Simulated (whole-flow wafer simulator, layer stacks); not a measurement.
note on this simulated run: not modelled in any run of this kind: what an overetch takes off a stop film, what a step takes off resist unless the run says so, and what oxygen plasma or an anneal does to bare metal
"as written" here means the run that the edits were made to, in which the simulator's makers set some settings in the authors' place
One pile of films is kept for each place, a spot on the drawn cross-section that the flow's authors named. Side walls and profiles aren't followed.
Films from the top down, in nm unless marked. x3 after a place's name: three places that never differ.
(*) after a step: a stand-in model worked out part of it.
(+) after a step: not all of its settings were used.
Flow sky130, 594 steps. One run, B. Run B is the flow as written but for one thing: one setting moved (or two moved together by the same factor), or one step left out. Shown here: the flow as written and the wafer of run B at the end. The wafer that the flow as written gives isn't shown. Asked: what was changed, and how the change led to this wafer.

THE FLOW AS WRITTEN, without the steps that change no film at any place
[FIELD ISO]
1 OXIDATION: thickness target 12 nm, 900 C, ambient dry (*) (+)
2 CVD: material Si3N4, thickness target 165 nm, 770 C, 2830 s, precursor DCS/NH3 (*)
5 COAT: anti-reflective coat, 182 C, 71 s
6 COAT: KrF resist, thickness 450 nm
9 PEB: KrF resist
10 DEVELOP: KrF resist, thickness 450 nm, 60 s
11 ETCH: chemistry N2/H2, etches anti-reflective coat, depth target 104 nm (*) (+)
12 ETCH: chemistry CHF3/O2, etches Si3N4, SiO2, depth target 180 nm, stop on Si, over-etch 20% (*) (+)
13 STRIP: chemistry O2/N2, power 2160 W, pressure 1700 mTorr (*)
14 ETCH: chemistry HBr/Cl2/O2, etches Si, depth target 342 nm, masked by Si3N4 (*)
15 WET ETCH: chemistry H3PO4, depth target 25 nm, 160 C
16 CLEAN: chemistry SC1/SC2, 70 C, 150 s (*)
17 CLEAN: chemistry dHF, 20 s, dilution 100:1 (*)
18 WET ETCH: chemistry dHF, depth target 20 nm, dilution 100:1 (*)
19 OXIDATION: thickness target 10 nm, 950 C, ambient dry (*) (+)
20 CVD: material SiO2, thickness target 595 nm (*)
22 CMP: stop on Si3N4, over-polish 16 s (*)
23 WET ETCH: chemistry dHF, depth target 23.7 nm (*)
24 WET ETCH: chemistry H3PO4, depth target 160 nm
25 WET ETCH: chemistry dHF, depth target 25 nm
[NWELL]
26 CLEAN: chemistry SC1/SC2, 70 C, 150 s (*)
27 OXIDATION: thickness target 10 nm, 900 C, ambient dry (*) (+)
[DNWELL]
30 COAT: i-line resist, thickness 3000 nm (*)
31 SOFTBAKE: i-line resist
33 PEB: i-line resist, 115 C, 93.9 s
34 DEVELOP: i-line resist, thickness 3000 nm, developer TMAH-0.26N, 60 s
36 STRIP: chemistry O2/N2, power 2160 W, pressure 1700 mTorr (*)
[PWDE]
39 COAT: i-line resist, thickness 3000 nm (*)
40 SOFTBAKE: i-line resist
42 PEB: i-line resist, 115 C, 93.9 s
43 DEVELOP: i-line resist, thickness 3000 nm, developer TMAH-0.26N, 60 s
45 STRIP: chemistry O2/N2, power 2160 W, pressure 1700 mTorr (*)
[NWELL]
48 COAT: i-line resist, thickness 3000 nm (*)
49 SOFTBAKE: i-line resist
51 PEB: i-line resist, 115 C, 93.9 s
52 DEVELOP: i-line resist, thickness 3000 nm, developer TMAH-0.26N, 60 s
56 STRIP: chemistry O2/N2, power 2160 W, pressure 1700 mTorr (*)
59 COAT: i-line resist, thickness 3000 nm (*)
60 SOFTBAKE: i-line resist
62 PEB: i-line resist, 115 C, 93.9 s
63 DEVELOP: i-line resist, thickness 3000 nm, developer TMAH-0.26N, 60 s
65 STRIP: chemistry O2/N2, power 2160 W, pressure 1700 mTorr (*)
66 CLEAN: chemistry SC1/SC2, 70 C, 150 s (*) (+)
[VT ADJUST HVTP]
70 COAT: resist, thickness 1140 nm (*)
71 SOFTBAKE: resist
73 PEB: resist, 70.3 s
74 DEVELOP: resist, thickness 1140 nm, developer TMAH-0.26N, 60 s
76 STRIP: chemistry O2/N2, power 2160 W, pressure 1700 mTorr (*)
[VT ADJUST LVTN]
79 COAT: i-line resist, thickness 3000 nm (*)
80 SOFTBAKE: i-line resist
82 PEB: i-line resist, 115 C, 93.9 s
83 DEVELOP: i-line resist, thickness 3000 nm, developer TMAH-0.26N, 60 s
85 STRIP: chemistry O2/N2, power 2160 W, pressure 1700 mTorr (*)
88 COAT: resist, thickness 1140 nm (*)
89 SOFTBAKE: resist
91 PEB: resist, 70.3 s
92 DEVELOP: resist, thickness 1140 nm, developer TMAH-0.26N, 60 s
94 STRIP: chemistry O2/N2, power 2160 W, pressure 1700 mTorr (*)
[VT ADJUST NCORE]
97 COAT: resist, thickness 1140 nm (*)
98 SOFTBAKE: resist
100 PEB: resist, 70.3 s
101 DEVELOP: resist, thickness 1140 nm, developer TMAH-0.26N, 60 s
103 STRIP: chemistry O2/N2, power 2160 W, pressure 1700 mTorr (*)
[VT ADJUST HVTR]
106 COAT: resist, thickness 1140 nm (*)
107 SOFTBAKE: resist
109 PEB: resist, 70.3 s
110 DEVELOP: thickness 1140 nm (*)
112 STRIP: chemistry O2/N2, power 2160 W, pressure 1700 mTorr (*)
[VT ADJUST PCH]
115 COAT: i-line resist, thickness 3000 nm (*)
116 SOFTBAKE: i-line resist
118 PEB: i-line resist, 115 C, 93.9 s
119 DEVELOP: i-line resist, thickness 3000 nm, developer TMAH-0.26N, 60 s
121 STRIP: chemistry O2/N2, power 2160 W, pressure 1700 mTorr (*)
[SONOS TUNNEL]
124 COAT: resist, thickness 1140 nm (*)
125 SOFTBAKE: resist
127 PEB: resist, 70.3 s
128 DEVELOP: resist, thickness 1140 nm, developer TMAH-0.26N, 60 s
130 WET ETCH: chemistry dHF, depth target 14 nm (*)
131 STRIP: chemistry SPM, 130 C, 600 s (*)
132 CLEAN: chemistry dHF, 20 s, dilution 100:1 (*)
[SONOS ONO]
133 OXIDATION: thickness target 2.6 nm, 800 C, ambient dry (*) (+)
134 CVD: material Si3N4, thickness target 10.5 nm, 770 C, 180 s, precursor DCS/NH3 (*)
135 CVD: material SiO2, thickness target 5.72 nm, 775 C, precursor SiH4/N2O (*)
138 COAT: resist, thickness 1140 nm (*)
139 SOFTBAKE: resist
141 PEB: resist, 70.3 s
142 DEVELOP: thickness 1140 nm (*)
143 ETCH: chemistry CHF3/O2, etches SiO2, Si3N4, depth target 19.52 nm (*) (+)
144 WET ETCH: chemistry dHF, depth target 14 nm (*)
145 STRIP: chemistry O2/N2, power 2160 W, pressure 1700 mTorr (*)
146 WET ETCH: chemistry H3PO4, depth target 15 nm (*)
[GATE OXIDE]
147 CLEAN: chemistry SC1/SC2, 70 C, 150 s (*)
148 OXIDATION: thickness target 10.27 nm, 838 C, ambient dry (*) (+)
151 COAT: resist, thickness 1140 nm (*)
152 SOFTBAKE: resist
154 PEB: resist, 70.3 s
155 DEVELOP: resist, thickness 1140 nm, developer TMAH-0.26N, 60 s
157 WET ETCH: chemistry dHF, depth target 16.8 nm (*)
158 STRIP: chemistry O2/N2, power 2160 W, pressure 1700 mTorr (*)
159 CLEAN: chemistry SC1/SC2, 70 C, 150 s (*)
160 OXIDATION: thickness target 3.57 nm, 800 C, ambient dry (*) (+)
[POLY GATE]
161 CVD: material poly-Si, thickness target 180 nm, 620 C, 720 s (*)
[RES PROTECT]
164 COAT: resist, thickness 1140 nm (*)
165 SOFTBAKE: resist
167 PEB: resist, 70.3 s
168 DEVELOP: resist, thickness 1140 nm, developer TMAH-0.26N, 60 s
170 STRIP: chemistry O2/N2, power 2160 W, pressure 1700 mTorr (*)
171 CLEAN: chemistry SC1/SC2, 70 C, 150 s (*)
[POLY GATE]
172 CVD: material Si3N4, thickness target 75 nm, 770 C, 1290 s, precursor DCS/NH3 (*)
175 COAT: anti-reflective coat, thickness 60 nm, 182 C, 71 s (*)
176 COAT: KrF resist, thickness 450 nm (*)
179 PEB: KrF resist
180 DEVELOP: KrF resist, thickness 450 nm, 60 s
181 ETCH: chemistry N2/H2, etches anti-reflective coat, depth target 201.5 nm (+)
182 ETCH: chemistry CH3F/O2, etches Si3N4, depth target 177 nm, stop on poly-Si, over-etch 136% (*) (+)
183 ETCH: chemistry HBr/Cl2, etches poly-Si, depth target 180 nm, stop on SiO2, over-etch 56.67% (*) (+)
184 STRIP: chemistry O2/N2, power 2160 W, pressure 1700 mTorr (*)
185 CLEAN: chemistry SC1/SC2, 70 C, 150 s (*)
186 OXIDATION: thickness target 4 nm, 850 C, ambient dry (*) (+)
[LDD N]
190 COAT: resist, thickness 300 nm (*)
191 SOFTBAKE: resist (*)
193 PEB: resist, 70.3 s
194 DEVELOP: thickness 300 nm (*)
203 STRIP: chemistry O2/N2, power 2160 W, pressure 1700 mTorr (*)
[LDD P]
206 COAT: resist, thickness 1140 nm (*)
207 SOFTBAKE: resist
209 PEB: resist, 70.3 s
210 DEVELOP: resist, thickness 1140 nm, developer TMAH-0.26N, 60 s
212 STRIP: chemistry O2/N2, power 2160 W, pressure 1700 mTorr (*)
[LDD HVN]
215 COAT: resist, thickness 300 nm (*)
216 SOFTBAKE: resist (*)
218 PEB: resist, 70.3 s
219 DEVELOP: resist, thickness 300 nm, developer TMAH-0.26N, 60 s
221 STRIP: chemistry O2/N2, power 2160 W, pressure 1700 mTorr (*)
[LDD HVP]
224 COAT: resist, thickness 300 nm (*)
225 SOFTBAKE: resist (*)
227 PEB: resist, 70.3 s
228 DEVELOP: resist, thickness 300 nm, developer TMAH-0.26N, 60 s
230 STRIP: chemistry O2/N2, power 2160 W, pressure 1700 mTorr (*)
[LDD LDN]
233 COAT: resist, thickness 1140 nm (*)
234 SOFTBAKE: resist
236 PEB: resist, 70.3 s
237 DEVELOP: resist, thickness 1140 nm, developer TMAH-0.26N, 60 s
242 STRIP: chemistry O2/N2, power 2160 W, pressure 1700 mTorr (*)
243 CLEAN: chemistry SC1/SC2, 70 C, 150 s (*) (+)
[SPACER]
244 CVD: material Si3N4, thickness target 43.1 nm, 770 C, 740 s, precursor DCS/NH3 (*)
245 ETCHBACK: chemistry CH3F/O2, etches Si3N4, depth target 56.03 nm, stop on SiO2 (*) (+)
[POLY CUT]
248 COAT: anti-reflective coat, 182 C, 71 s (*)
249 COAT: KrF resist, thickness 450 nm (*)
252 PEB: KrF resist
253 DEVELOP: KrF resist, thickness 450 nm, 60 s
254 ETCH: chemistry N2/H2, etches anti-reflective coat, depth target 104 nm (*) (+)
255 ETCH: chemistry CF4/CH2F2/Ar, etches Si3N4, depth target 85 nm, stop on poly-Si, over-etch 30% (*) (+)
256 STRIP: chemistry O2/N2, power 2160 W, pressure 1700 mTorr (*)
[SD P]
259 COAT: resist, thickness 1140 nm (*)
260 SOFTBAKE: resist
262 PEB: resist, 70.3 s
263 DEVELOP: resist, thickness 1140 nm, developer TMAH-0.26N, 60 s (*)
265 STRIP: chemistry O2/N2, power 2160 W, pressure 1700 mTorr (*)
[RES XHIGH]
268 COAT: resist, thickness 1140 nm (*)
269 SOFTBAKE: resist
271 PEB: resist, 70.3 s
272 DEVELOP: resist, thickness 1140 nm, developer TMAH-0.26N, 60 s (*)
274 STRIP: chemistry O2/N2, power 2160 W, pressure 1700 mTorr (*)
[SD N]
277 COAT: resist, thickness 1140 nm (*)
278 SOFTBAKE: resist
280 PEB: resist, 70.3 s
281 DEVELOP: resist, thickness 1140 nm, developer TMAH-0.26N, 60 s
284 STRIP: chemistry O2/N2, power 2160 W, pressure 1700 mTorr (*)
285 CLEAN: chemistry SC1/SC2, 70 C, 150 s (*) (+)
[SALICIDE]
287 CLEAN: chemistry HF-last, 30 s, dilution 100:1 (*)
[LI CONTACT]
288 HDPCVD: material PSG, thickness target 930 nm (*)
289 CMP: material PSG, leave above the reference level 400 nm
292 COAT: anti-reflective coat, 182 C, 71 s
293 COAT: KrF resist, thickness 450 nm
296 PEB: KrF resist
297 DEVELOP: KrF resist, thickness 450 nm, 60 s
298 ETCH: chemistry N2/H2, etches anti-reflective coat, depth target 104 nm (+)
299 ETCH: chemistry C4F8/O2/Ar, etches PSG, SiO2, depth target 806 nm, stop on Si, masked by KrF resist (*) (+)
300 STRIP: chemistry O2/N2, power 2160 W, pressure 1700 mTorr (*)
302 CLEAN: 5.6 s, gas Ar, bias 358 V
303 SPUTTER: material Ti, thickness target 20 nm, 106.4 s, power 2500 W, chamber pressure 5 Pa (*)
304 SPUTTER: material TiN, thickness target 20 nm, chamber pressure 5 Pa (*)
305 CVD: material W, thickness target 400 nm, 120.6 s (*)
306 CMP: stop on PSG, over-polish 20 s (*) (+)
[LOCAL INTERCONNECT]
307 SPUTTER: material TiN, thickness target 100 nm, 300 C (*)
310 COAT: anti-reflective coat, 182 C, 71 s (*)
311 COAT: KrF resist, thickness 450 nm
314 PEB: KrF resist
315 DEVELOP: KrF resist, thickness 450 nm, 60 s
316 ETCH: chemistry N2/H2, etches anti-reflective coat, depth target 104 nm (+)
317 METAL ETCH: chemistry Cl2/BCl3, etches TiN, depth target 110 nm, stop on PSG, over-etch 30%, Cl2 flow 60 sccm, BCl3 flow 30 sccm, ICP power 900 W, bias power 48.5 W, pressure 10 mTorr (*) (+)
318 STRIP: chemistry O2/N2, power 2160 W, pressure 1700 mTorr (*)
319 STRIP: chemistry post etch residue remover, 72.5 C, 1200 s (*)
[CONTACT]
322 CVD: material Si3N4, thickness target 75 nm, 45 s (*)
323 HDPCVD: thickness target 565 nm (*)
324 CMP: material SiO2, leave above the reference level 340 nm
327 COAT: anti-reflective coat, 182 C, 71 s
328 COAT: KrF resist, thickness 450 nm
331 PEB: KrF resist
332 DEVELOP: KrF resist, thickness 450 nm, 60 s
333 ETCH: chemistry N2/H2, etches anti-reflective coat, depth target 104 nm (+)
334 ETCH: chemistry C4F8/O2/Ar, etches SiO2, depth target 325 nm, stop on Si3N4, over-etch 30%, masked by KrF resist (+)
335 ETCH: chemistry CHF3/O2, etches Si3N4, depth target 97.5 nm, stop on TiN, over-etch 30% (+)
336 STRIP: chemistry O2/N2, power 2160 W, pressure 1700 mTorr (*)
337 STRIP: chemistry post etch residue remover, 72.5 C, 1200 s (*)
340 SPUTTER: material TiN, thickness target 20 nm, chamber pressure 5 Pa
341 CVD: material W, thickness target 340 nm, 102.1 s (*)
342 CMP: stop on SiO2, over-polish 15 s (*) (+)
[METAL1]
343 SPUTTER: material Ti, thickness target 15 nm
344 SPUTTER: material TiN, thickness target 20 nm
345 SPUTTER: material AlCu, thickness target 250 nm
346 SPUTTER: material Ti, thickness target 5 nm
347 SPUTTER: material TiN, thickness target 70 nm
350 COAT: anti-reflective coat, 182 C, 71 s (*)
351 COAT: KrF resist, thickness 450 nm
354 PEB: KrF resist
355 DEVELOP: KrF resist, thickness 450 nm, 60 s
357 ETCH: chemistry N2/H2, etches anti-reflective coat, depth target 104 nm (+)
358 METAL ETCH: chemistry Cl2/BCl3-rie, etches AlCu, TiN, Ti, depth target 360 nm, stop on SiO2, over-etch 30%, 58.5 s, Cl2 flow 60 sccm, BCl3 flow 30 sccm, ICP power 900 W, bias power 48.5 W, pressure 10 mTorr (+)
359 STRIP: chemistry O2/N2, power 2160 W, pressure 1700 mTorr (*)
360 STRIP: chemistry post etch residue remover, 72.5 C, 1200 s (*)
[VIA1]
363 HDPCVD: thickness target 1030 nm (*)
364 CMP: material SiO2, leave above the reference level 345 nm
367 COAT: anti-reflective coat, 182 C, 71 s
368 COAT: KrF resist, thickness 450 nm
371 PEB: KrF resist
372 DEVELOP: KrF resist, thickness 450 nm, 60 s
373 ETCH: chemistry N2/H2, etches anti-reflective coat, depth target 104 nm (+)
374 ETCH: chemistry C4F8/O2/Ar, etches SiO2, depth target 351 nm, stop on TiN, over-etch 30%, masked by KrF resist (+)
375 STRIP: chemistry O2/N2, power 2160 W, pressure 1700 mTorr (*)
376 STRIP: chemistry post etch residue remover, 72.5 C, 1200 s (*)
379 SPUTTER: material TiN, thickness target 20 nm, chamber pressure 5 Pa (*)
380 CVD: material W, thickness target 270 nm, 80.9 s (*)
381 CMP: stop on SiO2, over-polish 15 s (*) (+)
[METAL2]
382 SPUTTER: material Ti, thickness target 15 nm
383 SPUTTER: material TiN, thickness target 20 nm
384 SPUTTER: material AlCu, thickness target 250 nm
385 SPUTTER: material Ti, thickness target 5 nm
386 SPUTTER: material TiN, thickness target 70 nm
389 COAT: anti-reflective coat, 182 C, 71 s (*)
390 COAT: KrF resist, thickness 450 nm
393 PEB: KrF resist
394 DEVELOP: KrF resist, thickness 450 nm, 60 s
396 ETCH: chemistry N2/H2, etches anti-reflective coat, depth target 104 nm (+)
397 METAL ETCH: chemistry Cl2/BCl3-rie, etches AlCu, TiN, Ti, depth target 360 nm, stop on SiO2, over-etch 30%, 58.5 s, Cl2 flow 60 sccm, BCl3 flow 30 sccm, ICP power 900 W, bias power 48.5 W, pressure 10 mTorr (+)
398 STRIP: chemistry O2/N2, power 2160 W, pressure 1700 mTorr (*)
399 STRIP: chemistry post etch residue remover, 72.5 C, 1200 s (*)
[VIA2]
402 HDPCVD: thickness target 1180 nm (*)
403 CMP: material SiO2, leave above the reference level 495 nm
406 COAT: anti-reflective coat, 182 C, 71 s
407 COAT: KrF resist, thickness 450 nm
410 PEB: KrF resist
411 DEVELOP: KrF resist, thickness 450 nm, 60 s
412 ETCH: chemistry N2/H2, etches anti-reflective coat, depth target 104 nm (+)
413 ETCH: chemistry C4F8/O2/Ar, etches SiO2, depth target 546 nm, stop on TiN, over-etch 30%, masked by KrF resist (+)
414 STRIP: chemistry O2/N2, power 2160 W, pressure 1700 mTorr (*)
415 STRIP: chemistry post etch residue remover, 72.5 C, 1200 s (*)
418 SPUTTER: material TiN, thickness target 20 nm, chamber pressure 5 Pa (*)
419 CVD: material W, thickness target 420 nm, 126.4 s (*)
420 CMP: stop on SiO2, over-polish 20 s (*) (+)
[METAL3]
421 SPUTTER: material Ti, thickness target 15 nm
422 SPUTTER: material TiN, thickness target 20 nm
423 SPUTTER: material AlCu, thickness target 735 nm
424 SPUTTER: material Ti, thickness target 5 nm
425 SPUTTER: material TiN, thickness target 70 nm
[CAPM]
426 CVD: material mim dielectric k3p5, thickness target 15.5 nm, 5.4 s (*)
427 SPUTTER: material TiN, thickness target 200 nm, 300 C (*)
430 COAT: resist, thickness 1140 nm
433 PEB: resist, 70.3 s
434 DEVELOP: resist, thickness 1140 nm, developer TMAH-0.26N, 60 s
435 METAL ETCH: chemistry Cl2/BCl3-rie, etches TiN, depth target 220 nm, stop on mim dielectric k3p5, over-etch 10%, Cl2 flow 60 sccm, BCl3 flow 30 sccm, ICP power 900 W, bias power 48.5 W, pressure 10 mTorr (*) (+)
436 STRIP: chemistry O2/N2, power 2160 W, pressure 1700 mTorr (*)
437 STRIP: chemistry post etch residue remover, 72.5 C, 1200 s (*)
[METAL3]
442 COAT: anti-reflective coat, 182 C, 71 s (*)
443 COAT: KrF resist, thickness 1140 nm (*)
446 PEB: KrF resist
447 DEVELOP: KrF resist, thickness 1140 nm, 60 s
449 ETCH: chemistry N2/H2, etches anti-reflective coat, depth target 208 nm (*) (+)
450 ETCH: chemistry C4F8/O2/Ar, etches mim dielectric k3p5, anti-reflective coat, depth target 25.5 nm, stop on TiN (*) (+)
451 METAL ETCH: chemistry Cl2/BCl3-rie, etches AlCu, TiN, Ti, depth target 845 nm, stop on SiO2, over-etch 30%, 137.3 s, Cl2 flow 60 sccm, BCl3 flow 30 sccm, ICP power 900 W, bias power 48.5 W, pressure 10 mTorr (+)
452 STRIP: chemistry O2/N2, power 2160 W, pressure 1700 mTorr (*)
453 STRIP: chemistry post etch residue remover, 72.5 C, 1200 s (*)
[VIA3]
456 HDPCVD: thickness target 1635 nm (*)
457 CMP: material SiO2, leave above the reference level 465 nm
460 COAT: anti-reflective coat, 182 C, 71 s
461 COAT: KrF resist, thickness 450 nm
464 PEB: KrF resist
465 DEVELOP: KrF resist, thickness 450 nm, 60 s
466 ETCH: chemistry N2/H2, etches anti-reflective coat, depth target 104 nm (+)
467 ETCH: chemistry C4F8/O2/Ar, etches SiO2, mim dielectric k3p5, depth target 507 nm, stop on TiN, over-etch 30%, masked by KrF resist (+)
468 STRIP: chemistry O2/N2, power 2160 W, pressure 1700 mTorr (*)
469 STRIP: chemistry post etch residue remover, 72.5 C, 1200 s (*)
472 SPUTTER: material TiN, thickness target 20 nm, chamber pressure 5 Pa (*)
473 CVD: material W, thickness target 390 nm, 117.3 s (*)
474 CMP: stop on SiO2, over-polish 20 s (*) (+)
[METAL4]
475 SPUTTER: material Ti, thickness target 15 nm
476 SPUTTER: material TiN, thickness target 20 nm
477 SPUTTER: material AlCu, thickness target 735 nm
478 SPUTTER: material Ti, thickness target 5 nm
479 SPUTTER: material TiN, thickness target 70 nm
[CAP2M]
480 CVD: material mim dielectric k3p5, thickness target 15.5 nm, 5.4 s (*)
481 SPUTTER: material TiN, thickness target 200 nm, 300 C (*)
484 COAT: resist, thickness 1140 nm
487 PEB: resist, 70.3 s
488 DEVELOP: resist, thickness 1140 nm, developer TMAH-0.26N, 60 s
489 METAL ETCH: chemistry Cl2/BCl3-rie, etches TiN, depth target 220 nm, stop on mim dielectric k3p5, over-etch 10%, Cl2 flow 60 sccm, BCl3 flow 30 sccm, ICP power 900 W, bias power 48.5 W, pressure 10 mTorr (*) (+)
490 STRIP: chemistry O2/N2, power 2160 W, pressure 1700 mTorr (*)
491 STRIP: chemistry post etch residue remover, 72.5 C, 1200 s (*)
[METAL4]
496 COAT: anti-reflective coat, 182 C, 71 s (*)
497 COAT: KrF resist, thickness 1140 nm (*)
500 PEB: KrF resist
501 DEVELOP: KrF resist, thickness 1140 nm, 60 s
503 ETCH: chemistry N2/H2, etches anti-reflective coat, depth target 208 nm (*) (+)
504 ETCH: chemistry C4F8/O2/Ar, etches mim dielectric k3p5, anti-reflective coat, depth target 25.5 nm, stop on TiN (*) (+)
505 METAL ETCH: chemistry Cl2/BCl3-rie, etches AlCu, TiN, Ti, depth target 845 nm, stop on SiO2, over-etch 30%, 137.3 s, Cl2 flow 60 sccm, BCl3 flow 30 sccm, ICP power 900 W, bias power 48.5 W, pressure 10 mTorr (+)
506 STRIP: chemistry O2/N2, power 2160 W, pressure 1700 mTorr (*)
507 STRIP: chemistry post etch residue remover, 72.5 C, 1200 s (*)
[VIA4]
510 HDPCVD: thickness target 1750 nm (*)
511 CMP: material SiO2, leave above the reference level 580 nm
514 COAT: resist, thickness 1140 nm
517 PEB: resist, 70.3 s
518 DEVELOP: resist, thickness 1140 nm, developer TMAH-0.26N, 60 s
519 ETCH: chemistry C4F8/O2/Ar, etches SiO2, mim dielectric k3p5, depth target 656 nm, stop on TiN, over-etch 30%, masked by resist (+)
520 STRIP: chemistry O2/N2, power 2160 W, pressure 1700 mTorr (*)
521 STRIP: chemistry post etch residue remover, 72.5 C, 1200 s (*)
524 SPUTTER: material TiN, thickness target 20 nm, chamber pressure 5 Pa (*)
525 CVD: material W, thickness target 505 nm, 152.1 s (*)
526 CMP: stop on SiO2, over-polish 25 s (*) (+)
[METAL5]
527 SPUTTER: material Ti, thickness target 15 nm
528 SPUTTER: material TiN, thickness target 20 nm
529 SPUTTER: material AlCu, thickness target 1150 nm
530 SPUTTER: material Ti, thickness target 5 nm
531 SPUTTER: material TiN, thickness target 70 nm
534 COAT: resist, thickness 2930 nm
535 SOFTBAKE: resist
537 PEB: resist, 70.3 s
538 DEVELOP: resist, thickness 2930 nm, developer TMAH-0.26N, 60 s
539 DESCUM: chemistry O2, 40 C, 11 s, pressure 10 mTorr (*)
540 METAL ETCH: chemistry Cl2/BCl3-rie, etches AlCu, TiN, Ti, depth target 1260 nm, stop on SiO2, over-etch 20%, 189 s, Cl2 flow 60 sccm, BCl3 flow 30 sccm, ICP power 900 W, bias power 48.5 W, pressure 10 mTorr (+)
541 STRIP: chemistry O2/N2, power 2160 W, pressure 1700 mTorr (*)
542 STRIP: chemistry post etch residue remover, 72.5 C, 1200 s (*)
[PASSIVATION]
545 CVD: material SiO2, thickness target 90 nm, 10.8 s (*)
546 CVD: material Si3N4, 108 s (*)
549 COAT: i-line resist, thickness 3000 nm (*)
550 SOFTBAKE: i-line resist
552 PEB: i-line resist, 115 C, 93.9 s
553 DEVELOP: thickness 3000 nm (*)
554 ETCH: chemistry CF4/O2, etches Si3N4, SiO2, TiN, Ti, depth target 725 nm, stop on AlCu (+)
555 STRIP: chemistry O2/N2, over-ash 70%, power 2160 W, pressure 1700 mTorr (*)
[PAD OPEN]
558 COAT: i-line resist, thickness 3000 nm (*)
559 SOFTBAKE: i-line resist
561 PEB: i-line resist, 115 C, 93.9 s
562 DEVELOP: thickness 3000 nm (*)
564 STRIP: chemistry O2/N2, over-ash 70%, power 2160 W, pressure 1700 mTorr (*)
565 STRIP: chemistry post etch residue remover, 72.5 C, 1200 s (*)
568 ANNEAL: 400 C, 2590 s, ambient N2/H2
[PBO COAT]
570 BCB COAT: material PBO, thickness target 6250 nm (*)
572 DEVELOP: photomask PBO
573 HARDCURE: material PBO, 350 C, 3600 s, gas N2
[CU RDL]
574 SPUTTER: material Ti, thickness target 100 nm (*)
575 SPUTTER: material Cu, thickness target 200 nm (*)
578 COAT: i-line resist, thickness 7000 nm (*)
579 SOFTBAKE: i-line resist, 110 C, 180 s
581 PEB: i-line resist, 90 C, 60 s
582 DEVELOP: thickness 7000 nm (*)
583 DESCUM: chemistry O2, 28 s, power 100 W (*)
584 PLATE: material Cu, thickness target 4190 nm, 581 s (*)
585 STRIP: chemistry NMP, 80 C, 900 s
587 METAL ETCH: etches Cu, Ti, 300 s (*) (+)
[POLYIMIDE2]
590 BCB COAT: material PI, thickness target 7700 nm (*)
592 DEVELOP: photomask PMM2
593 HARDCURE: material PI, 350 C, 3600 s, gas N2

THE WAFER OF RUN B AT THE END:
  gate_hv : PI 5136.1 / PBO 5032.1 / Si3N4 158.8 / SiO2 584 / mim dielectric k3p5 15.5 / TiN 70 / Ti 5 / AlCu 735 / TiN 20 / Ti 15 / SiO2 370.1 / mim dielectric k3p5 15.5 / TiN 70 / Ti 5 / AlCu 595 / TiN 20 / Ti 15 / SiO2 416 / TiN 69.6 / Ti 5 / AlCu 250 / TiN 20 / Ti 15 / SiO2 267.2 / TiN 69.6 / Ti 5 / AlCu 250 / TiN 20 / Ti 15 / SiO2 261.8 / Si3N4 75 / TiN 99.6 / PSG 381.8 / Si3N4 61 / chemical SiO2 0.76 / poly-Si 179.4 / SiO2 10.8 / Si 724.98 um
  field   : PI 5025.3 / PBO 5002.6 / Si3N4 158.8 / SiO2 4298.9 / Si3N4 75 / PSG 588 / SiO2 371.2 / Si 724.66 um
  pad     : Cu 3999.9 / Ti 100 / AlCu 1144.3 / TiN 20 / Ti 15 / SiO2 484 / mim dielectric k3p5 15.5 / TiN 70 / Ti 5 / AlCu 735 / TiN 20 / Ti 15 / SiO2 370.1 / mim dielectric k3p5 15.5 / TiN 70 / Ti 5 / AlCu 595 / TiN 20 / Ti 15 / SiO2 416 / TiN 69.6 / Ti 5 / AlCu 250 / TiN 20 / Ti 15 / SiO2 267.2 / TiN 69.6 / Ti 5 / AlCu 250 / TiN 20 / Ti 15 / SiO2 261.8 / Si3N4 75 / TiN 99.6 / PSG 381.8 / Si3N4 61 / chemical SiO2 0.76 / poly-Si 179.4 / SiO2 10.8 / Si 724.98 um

The cause: step 423, SPUTTER: thickness target 595 nm was run, where the flow has thickness target 735 nm.
It can be read off the wafer: gate_hv has AlCu 595, and step 423 as written asks for 735 nm.

How the change led to this, step by step:
  423 SPUTTER: material AlCu, thickness target 735 nm
      field, active, n_well and 188 more: AlCu +595 (new film) (as written it would be: AlCu +735 (new film))
  451 METAL ETCH: chemistry Cl2/BCl3-rie, etches AlCu, TiN, Ti, depth target 845 nm, stop on SiO2, over-etch 30%, 137.3 s, Cl2 flow 60 sccm, BCl3 flow 30 sccm, ICP power 900 W, bias power 48.5 W, pressure 10 mTorr (+)
      field, gate, spacer and 68 more: TiN -70 (all of it), Ti -5 (all of it), AlCu -595 (all of it), TiN -20 (all of it), Ti -15 (all of it), SiO2 -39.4 (as written it would be: TiN -70 (all of it), Ti -5 (all of it), AlCu -735 (all of it), TiN -20 (all of it), Ti -15 (all of it), SiO2 -25.4)
      active, vpp_ln, vpp_iso2 and 11 more: TiN -70 (all of it), Ti -5 (all of it), AlCu -595 (all of it), TiN -20 (all of it), Ti -15 (all of it), SiO2 -39.3 (as written it would be: TiN -70 (all of it), Ti -5 (all of it), AlCu -735 (all of it), TiN -20 (all of it), Ti -15 (all of it), SiO2 -25.3)
  457 CMP: material SiO2, leave above the reference level 465 nm
      field, active, gate and 82 more: SiO2 -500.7 (as written it would be: SiO2 -374.7)
